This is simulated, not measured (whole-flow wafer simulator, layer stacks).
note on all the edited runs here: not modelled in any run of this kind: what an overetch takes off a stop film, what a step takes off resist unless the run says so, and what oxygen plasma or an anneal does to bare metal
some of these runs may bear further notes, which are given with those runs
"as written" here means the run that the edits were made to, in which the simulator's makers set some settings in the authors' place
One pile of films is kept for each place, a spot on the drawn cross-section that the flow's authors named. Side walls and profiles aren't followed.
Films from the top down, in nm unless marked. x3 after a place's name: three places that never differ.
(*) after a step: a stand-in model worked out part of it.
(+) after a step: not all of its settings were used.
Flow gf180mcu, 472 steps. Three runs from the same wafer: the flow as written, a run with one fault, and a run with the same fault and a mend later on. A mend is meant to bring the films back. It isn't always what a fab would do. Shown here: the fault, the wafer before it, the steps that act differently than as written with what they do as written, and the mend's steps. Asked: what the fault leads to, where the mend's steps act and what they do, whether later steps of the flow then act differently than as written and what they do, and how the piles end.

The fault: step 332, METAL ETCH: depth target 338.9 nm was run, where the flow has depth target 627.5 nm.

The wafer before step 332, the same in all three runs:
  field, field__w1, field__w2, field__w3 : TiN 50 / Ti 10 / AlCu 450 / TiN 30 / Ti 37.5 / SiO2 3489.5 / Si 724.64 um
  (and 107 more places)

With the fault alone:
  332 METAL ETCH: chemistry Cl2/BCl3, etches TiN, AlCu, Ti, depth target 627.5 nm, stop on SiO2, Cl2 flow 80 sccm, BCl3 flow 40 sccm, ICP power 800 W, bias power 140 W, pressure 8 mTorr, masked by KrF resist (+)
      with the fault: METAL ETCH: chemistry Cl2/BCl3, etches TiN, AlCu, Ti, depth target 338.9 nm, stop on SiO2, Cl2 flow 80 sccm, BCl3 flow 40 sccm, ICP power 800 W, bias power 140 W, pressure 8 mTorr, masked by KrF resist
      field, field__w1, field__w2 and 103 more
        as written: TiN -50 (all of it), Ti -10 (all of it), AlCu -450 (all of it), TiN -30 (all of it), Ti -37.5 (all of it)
        with the fault: TiN -50 (all of it), Ti -10 (all of it), AlCu -278.9
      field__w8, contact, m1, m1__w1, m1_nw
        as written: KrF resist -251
        with the fault: KrF resist -135.6
  Later steps of the flow that act differently than as written:
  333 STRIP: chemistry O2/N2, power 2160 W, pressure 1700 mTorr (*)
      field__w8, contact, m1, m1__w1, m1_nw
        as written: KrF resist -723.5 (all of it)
        with the fault: KrF resist -839 (all of it)
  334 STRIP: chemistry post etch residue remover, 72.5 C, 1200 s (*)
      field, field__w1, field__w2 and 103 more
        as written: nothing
        with the fault: AlCu -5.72
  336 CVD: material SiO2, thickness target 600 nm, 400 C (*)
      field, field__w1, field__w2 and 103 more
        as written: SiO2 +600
        with the fault: SiO2 +600 (new film)
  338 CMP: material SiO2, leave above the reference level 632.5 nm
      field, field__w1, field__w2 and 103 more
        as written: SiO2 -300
        with the fault: SiO2 -532.9
  At the end the piles differ from the flow's by more than 2% or 0.5 nm, whichever is larger, at field, field__w1, field__w2 and 104 more.
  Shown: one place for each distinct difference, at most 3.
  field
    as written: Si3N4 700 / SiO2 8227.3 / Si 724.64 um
    with the fault: Si3N4 700 / SiO2 4504.9 / AlCu 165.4 / TiN 30 / Ti 37.5 / SiO2 3489.5 / Si 724.64 um
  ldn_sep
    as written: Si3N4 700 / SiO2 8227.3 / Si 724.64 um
    with the fault: Si3N4 700 / SiO2 4504.9 / AlCu 165.4 / TiN 30 / Ti 37.5 / SiO2 3489.4 / Si 724.64 um
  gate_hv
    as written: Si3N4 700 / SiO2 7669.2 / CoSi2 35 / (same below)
    with the fault: Si3N4 700 / SiO2 4504.9 / AlCu 165.4 / TiN 30 / Ti 37.5 / SiO2 2931.3 / CoSi2 35 / (same below)

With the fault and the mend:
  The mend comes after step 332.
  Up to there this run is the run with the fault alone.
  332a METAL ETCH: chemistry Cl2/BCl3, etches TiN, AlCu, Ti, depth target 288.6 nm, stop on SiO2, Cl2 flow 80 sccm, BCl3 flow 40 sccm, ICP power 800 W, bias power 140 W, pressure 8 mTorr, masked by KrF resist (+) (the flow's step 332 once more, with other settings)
      field, field__w1, field__w2 and 103 more
        AlCu -171.1 (all of it), TiN -30 (all of it), Ti -37.5 (all of it)
      field__w8, contact, m1, m1__w1, m1_nw
        KrF resist -115.4
  No later step of the flow acts differently than as written at any place that is followed.
  At the end the piles are the same as the flow's at every place that both follow.
